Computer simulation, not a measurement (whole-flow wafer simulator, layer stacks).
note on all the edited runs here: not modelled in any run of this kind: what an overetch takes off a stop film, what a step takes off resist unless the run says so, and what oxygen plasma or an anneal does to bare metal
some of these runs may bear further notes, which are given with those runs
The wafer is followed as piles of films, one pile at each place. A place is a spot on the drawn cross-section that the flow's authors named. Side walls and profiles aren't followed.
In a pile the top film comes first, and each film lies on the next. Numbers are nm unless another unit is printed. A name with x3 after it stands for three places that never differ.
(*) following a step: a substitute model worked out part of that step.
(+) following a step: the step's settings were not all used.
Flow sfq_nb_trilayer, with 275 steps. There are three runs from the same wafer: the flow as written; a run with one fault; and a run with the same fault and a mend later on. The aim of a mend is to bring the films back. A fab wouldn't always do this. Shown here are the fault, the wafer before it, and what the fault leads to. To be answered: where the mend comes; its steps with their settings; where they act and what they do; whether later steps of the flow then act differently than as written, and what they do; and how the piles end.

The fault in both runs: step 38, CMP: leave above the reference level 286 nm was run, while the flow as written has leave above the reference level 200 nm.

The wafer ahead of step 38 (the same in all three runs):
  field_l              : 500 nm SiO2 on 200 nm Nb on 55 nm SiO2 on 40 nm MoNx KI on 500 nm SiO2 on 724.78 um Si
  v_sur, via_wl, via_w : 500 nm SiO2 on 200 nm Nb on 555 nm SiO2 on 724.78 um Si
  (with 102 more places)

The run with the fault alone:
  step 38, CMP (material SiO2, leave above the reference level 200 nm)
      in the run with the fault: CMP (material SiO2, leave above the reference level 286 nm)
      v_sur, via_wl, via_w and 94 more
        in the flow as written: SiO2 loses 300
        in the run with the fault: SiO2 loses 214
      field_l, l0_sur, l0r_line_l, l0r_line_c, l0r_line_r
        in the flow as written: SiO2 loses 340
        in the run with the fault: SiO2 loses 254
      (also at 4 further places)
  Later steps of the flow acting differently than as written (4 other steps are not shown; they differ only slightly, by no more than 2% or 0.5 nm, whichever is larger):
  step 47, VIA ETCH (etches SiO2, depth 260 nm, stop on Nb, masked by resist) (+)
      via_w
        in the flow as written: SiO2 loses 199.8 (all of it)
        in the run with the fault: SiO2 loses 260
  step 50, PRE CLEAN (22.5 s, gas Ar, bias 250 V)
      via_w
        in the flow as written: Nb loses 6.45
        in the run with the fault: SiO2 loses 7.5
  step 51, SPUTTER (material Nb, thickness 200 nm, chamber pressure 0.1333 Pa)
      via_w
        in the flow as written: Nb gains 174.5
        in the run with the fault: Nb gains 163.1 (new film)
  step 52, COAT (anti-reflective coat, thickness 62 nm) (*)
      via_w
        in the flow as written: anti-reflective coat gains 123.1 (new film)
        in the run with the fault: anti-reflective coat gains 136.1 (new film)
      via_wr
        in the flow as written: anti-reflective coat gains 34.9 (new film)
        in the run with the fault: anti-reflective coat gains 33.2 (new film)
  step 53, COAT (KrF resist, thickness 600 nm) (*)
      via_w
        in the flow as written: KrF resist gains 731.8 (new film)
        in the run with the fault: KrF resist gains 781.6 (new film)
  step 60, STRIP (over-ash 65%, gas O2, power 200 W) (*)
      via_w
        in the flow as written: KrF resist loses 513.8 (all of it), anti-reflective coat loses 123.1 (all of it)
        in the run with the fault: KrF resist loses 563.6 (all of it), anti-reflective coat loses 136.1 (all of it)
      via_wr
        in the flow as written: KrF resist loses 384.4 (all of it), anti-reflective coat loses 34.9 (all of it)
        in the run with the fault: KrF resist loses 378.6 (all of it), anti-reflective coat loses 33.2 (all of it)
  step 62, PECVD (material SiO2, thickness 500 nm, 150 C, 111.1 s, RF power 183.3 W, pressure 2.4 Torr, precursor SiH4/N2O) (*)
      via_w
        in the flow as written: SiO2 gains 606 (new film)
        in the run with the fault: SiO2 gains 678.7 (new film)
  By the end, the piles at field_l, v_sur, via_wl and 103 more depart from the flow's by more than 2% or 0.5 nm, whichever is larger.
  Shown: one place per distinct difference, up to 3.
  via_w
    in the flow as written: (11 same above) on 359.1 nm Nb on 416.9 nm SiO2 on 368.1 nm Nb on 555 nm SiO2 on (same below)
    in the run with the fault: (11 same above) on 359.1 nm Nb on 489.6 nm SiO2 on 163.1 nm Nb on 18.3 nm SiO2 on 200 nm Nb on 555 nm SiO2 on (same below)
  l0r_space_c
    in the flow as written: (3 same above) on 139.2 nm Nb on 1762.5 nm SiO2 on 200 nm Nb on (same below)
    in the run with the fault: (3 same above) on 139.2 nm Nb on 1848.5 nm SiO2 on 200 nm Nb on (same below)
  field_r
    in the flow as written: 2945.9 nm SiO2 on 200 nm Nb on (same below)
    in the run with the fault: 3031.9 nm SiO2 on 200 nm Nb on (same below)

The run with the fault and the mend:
  After step 39 comes the mend.
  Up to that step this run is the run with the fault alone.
  step 39a, CMP (material SiO2, leave above the reference level 200 nm) (the flow's step 38, run once more)
      field_l, v_sur, via_wl and 103 more
        SiO2 loses 86
  None of the later steps of the flow acts differently than as written at any place that is followed.
  By the end, the piles equal the flow's at every place that both follow.
